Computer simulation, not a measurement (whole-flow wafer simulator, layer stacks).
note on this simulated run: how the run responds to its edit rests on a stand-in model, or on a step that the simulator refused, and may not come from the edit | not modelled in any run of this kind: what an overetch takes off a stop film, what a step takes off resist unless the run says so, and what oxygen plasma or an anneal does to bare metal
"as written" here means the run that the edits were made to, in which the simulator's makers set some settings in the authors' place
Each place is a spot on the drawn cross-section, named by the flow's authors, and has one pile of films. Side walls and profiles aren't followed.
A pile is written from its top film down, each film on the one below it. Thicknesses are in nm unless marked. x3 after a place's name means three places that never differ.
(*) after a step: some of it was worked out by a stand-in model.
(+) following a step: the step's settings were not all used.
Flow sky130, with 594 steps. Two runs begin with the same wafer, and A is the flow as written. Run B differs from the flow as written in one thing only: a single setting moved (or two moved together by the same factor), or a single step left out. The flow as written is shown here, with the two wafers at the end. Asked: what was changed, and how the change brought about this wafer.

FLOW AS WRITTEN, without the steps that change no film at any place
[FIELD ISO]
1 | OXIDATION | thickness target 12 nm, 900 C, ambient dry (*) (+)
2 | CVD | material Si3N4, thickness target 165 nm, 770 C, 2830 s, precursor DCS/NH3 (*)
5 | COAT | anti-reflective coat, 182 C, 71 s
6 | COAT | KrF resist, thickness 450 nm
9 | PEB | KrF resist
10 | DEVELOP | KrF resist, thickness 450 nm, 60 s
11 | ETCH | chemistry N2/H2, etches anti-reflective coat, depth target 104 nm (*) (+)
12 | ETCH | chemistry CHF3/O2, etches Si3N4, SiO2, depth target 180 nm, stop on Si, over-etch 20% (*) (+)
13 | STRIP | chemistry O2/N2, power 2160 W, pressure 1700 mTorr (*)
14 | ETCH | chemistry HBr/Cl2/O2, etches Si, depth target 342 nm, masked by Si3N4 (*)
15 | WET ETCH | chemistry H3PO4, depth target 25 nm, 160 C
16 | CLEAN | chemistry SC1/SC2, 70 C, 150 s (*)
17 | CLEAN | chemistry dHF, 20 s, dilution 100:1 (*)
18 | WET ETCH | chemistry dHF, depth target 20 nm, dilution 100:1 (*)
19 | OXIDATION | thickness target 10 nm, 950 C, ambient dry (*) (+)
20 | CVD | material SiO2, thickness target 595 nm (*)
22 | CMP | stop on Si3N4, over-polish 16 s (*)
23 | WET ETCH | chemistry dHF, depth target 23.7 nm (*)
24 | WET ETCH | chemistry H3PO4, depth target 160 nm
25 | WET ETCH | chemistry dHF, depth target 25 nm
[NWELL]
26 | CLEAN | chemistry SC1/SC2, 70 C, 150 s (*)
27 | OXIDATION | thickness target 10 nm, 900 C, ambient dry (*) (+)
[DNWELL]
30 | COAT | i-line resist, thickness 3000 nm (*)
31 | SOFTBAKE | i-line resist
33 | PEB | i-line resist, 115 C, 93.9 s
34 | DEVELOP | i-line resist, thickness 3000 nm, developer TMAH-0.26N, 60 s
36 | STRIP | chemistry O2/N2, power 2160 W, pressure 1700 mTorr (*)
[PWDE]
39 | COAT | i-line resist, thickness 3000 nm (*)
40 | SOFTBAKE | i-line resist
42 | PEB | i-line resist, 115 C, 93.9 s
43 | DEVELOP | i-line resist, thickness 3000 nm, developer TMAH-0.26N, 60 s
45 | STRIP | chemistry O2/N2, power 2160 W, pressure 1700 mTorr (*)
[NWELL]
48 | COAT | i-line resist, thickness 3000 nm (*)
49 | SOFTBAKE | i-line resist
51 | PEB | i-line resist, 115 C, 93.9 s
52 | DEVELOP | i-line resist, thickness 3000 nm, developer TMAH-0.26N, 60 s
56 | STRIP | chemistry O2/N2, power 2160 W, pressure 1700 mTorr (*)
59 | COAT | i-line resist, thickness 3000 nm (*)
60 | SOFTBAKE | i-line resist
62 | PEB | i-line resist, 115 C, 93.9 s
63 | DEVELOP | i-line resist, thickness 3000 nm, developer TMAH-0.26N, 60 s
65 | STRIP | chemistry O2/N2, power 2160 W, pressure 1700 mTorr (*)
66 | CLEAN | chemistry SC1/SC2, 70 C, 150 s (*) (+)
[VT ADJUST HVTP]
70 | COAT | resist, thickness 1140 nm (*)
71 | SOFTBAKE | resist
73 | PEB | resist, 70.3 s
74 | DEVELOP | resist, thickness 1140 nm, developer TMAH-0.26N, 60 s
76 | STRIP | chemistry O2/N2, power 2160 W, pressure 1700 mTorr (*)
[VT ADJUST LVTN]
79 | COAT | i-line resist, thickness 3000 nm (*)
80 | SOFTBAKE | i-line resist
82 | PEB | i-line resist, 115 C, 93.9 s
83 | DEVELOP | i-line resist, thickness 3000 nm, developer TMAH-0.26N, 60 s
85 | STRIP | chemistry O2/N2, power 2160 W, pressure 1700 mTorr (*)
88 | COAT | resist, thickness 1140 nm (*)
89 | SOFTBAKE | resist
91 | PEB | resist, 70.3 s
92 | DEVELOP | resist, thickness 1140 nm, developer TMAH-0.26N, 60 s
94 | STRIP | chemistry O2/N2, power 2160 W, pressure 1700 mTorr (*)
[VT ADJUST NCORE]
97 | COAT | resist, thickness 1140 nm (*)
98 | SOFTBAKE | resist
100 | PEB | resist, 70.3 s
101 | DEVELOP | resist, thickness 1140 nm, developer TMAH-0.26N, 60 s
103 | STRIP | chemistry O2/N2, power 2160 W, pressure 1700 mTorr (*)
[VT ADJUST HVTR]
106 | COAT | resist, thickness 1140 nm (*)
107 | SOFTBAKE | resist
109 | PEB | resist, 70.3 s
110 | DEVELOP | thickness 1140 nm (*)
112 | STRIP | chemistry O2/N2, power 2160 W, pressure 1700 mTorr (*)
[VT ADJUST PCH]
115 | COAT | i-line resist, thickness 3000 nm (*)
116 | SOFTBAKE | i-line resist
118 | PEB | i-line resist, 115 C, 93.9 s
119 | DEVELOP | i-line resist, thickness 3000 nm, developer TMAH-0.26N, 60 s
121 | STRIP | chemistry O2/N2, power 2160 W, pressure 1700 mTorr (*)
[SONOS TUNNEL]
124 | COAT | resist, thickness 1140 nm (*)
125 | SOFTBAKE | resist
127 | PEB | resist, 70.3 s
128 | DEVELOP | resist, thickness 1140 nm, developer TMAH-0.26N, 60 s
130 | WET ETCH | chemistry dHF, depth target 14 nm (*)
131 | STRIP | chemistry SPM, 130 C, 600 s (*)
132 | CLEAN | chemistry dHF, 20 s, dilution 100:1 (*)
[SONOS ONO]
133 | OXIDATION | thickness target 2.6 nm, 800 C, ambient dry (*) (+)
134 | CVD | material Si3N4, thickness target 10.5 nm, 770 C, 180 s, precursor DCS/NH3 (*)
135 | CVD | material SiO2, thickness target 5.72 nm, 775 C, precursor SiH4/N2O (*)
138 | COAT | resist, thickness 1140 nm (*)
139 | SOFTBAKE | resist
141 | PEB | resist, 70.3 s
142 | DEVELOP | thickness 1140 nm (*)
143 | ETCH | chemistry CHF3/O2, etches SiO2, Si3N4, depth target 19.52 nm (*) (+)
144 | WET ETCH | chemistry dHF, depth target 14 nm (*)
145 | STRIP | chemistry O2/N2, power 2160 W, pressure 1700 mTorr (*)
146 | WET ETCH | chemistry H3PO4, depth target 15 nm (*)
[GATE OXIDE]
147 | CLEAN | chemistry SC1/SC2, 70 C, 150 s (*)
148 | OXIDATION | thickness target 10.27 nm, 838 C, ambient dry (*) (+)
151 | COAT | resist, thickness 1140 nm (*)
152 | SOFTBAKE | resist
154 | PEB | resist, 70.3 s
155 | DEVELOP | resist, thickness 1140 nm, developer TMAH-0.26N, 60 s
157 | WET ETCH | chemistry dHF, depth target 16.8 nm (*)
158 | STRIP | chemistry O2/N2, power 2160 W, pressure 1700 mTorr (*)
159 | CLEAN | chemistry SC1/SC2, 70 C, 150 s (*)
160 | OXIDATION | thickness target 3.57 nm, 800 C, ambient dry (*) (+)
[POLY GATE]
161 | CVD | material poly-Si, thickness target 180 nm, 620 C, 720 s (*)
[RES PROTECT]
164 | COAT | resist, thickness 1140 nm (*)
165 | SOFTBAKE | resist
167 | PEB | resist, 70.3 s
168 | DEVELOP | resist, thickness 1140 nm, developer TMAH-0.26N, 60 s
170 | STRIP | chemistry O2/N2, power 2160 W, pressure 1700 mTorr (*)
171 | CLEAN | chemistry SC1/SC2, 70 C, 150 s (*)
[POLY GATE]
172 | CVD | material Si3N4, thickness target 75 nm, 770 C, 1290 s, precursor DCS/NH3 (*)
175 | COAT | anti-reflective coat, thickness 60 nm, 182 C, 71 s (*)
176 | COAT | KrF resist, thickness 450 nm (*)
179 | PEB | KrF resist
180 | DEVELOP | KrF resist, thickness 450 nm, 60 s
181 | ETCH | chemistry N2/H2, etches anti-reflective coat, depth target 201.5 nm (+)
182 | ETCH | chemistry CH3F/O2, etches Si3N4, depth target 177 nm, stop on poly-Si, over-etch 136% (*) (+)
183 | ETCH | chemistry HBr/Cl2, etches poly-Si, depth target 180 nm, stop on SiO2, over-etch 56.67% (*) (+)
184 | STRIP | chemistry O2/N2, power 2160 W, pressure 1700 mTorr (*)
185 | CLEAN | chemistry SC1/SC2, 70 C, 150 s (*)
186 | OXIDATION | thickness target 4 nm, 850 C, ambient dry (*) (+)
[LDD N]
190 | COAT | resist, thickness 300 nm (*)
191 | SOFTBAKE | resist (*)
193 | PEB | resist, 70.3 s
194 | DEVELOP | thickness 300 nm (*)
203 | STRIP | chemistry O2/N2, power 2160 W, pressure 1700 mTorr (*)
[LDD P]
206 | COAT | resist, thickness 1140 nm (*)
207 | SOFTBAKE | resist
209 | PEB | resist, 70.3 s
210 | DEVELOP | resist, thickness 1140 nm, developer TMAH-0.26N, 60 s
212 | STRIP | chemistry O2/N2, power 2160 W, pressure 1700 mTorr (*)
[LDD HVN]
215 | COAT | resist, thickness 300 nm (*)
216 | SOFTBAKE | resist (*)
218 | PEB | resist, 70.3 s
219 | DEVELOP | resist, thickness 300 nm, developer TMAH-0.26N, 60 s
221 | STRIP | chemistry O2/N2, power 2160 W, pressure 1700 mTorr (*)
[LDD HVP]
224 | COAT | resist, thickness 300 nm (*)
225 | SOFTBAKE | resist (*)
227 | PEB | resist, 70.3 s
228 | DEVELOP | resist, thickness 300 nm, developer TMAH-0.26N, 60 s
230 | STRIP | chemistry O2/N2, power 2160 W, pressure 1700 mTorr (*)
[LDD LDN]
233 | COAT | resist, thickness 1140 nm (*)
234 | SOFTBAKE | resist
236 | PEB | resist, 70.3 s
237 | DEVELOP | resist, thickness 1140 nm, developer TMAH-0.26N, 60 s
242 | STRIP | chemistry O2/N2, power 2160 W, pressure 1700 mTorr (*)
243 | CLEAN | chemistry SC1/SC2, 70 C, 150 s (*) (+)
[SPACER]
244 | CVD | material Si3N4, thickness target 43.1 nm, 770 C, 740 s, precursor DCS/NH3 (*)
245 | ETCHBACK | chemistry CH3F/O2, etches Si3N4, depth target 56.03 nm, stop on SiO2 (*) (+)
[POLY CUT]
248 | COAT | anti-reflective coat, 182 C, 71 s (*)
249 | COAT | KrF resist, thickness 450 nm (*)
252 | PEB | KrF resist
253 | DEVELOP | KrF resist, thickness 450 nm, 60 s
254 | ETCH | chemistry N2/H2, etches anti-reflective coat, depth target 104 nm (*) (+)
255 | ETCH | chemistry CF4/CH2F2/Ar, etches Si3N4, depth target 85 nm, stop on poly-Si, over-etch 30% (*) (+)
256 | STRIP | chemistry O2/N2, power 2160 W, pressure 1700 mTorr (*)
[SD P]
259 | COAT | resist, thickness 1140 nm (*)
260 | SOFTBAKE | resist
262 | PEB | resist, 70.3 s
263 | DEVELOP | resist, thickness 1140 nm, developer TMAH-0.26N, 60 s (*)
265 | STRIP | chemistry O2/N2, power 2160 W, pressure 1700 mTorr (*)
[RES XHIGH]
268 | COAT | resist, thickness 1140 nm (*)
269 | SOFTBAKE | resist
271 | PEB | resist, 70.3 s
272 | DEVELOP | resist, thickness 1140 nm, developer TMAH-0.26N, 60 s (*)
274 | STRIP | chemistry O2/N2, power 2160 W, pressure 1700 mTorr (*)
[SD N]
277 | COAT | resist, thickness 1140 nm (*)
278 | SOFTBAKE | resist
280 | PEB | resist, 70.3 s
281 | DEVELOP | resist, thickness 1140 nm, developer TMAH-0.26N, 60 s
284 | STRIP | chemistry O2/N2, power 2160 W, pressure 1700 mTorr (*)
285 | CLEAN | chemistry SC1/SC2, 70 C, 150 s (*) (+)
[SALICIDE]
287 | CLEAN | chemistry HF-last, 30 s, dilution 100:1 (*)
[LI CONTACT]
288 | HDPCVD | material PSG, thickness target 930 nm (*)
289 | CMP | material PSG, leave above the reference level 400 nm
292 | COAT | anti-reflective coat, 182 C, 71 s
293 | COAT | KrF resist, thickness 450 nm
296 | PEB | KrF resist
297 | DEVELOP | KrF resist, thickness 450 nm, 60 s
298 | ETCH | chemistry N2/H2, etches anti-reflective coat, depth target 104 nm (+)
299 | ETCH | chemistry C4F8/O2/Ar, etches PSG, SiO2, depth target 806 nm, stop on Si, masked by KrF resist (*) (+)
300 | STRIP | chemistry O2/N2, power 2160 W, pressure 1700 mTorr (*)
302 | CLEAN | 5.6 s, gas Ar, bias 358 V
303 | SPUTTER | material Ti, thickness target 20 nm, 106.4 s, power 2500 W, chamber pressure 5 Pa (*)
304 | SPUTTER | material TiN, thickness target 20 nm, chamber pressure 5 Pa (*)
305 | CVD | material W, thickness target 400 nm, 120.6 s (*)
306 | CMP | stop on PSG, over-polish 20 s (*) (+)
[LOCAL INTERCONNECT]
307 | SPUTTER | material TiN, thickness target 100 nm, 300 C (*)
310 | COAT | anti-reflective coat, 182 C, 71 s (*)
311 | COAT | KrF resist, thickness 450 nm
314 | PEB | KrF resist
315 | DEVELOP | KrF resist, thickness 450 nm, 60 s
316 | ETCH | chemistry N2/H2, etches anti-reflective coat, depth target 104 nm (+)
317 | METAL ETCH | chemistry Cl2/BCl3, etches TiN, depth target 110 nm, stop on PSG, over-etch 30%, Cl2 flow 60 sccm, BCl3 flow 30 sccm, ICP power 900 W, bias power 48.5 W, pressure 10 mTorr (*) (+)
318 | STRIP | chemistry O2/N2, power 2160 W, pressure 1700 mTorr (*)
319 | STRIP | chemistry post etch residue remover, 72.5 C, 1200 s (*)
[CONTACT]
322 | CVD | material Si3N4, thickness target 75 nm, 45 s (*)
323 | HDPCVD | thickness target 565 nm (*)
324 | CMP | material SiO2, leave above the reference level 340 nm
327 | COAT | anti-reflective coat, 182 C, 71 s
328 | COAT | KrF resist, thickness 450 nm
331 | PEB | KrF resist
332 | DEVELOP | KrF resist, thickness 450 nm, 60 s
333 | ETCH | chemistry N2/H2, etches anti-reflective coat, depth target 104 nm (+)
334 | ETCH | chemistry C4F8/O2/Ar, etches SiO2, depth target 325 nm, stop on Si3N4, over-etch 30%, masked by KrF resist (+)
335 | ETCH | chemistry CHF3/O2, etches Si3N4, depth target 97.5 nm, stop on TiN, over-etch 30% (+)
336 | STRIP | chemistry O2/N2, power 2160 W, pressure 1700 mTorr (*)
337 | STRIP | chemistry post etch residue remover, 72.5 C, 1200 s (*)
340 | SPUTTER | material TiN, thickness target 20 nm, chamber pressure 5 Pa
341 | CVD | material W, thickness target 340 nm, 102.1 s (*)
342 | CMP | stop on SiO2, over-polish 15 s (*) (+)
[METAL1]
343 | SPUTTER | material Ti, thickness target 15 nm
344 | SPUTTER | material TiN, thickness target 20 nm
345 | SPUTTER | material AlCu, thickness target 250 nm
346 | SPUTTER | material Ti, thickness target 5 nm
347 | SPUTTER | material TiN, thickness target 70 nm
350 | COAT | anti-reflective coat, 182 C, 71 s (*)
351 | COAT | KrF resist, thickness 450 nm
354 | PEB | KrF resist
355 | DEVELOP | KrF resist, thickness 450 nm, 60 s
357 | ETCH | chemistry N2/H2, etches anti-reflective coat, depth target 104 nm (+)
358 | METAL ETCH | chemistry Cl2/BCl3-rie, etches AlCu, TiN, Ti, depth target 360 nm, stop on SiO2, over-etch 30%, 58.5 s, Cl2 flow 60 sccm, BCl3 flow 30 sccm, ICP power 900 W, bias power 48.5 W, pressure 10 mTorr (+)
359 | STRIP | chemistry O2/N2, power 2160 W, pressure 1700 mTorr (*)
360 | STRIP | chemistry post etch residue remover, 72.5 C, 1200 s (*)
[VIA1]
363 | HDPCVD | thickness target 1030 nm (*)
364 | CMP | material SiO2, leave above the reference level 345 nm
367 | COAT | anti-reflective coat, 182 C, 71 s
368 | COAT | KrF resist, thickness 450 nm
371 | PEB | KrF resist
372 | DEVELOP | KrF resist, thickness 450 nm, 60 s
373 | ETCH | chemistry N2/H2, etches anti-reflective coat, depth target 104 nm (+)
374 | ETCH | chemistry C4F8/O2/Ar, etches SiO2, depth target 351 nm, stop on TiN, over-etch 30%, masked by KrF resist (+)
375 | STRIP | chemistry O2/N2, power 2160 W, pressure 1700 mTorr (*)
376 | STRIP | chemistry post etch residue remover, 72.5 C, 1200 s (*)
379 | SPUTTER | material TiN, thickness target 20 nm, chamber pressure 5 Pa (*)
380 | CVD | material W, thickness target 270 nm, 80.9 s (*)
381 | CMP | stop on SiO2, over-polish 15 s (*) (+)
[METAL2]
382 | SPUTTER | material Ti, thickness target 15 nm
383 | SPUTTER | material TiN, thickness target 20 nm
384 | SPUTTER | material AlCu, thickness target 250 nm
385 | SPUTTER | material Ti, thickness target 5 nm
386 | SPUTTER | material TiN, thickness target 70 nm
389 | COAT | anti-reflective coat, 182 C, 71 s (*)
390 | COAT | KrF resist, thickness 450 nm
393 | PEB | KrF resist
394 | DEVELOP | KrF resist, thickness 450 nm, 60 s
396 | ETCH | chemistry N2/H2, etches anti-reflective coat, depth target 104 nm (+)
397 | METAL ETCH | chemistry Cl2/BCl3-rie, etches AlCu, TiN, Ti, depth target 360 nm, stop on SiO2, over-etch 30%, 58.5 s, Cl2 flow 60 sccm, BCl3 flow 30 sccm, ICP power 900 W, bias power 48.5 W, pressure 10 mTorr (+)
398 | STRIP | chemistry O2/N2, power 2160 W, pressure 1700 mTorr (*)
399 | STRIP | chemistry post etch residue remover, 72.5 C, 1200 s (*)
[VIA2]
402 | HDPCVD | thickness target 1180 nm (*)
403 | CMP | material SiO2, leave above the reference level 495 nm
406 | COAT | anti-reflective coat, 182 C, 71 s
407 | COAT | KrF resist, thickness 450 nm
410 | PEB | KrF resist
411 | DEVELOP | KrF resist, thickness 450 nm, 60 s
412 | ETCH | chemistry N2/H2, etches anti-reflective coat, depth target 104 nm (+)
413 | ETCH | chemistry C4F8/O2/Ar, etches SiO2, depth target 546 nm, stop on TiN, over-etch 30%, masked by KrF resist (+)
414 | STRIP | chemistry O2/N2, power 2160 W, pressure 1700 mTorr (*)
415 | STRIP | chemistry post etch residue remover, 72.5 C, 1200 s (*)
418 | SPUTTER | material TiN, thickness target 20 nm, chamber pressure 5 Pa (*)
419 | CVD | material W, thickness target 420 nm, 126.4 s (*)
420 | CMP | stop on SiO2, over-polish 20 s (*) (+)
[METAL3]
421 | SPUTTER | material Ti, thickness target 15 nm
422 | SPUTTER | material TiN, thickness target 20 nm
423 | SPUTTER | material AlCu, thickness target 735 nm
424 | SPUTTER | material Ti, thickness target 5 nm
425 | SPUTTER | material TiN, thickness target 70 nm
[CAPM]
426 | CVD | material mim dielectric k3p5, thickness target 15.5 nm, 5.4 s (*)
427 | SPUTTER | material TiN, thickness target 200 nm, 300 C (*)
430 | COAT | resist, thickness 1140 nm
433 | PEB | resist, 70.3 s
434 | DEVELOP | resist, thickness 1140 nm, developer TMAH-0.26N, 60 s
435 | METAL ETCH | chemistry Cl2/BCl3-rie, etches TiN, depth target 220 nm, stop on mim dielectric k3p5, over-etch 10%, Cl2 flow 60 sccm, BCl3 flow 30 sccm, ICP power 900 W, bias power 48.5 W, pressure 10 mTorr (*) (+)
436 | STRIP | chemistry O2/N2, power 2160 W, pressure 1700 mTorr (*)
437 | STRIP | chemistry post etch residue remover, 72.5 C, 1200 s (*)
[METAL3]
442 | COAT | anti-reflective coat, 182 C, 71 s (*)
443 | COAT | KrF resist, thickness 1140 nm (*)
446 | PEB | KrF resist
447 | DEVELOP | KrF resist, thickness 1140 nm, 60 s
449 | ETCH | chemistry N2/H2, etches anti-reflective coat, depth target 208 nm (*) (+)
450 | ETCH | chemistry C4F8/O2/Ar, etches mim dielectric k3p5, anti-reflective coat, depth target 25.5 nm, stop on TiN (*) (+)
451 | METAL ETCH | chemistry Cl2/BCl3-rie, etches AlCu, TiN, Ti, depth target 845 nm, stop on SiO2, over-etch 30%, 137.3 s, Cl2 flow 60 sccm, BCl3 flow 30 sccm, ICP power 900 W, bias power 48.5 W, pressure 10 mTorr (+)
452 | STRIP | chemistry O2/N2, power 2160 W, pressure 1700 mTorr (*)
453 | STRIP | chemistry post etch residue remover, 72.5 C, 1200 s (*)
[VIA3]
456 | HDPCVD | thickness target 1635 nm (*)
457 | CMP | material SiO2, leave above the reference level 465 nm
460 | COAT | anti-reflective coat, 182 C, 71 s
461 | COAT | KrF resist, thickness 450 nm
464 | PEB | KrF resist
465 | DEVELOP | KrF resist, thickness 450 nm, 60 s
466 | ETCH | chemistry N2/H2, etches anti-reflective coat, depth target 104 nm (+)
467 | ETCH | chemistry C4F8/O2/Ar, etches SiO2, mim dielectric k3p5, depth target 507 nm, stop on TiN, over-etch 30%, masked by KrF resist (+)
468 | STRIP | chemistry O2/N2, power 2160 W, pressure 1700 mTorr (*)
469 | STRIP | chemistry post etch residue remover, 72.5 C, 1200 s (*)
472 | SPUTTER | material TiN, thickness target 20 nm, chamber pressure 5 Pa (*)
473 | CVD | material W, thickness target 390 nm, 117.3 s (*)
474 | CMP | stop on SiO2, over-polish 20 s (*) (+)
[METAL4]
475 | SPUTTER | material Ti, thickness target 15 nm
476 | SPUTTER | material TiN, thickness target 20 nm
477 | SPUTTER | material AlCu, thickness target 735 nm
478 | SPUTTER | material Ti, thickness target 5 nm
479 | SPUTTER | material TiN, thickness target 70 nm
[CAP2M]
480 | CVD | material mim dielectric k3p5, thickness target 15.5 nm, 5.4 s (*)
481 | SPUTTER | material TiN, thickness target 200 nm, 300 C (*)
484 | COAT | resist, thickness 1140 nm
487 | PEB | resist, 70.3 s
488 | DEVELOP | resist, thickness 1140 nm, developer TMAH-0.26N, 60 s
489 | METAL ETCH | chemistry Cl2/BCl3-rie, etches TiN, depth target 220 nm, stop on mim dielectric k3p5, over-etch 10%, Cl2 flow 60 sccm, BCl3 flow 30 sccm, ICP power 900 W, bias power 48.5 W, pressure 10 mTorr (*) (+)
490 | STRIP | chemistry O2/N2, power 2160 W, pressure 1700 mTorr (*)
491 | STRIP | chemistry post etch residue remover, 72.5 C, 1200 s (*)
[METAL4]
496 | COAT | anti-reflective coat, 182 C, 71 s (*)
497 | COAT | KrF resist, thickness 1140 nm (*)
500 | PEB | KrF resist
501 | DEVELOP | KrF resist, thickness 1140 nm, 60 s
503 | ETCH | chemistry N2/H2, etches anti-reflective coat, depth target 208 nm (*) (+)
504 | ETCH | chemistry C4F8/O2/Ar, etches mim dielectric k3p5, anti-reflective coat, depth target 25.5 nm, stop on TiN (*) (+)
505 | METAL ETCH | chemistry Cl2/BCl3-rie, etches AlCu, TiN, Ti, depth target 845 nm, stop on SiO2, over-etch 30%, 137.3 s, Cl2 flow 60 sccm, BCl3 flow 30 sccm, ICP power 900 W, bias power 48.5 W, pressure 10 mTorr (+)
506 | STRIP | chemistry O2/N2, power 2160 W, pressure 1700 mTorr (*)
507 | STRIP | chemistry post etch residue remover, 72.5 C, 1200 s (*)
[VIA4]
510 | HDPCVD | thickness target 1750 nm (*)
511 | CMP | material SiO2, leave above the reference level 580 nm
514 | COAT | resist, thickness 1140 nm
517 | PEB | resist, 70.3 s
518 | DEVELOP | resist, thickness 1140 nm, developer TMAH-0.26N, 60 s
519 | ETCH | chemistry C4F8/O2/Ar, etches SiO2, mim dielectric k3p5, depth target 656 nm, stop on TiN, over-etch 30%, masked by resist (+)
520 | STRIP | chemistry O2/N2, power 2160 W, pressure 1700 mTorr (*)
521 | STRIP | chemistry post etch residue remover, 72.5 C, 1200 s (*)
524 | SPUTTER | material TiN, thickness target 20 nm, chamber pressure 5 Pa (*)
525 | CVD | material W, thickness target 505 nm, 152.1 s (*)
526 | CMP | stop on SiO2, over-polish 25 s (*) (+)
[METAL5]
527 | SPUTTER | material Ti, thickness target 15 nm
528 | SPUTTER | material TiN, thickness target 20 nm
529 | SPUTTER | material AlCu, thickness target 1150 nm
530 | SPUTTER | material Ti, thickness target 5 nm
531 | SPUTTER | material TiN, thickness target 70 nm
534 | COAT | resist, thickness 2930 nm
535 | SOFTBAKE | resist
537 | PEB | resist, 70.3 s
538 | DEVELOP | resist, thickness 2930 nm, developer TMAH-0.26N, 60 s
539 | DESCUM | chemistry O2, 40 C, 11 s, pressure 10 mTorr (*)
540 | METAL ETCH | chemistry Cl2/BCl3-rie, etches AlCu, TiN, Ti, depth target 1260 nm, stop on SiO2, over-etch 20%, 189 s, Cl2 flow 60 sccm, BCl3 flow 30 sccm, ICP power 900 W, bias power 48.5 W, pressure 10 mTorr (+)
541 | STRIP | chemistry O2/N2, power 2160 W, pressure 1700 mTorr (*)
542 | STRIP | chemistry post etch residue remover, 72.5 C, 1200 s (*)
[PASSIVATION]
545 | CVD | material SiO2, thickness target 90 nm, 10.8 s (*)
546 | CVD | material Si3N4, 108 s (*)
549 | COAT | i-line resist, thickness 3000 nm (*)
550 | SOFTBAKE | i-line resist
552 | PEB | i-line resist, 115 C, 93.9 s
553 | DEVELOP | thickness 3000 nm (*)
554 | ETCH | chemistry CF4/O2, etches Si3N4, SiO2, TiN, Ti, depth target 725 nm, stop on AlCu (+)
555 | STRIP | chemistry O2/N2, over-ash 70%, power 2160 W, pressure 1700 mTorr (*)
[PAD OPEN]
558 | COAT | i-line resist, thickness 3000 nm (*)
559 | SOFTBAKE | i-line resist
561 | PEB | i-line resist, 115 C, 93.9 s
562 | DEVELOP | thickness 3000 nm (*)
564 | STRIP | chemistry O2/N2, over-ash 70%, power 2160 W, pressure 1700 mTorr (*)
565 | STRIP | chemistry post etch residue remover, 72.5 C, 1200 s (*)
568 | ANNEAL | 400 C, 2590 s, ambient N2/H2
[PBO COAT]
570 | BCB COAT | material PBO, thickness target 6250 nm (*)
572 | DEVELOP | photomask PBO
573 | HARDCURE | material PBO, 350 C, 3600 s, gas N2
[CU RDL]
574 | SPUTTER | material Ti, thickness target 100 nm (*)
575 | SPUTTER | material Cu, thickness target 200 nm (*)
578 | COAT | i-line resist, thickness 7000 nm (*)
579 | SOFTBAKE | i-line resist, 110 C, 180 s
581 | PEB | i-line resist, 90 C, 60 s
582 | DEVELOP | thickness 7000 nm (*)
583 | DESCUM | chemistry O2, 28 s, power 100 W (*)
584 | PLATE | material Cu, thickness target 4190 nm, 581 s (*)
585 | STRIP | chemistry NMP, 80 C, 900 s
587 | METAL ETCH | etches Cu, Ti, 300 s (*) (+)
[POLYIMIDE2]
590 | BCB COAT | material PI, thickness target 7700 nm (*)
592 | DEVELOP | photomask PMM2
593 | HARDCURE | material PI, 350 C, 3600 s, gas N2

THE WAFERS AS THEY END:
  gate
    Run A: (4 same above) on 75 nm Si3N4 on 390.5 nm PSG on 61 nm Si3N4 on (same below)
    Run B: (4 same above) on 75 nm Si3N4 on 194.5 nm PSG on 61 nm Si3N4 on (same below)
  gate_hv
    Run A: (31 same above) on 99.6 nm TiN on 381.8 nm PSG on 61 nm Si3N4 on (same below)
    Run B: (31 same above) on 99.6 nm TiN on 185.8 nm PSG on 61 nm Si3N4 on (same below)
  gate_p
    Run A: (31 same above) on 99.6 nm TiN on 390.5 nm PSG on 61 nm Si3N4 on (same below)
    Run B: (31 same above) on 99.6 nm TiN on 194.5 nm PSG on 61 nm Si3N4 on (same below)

What caused this: step 289, CMP: leave above the reference level 204 nm was run, though the flow has leave above the reference level 400 nm.

Step by step, how the change led to this:
  289 | CMP | material PSG, leave above the reference level 400 nm
      gate, spacer, gate_p and 34 more: A PSG loses 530 | B PSG loses 726
      mim, vpp_sp, vpp_ln and 30 more: A PSG loses 333.9 | B PSG loses 529.9
      (as well as at 122 more places)
  299 | ETCH | chemistry C4F8/O2/Ar, etches PSG, SiO2, depth target 806 nm, stop on Si, masked by KrF resist (*) (+)
      field, active, n_well and 184 more: A KrF resist loses 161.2 | B KrF resist loses 134.6
      contact, ndiff_licon, ndiff_licon_cpp: A PSG loses 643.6 (all of it), SiO2 loses 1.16 (all of it) | B PSG loses 447.6 (all of it), SiO2 loses 1.16 (all of it)
      (as well as at 2 more places)
  300 | STRIP | chemistry O2/N2, power 2160 W, pressure 1700 mTorr (*)
      field, active, n_well and 184 more: A KrF resist loses 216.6 (all of it), anti-reflective coat loses 80 (all of it) | B KrF resist loses 243.2 (all of it), anti-reflective coat loses 80 (all of it)
  303 | SPUTTER | material Ti, thickness target 20 nm, 106.4 s, power 2500 W, chamber pressure 5 Pa (*)
      ndiff_licon: A Ti gains 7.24 (new film) | B Ti gains 9.85 (new film)
      ndiff_licon_cpp: A Ti gains 6.53 (new film) | B Ti gains 8.87 (new film)
      (as well as at 1 more place)
  304 | SPUTTER | material TiN, thickness target 20 nm, chamber pressure 5 Pa (*)
      ndiff_licon: A TiN gains 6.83 (new film) | B TiN gains 9.42 (new film)
      ndiff_licon_cpp: A TiN gains 6.17 (new film) | B TiN gains 8.51 (new film)
      (as well as at 1 more place)
  305 | CVD | material W, thickness target 400 nm, 120.6 s (*)
      ndiff_licon: A W gains 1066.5 (new film) | B W gains 865.4 (new film)
      ndiff_licon_cpp: A W gains 1067.9 (new film) | B W gains 867.2 (new film)
      (as well as at 1 more place)
  306 | CMP | stop on PSG, over-polish 20 s (*) (+)
      poly_licon: A W loses 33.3 | B W loses 229.3
